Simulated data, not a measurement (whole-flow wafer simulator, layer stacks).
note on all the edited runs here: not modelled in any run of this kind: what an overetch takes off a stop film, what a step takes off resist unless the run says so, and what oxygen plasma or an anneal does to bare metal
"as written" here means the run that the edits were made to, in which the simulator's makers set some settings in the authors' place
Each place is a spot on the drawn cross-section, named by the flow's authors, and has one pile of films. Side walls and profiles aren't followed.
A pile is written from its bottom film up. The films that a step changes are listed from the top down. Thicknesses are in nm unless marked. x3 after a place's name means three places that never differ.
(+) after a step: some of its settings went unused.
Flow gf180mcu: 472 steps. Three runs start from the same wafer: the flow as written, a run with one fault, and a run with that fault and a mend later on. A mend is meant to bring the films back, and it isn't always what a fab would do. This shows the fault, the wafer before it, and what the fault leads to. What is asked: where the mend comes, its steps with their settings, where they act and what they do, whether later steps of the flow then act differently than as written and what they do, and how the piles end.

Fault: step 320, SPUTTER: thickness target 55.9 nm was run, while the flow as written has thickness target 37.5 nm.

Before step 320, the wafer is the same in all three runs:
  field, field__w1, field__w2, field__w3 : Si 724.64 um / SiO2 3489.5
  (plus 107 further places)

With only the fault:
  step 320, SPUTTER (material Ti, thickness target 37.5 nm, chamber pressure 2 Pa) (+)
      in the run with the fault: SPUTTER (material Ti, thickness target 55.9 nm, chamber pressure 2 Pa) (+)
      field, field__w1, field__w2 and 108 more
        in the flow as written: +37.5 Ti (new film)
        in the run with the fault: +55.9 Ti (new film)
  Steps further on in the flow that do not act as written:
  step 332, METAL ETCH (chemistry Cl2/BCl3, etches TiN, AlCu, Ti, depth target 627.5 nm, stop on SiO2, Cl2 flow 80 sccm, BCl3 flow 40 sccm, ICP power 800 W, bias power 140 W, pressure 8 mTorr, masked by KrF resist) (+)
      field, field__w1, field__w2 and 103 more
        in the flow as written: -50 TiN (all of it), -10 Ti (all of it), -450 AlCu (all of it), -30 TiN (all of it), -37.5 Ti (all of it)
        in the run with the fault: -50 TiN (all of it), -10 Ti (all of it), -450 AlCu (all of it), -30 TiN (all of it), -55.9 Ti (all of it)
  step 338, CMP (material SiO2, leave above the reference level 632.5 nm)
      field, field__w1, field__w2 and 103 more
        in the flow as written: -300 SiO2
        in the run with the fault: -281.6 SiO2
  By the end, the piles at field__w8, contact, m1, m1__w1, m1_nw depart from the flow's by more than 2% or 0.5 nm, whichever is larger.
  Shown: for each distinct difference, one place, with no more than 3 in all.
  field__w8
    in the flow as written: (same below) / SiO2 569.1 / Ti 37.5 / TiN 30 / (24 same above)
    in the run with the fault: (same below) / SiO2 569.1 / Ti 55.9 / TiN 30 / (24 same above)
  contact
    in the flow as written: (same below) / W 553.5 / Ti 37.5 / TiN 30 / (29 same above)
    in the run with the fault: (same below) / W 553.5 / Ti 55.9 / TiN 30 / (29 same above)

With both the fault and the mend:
  After step 320 comes the mend.
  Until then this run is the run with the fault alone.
  step 320a, METAL ETCH (chemistry Cl2/BCl3, etches TiN, AlCu, Ti, depth target 18.4 nm, Cl2 flow 80 sccm, BCl3 flow 40 sccm, ICP power 800 W, bias power 140 W, pressure 8 mTorr) (a further turn of the flow's step 260, with different settings)
      field, field__w1, field__w2 and 108 more
        -18.4 Ti
  Every later step of the flow that is run acts as written at every place that is followed.
  At every place that both follow, the piles at the end match the flow's.
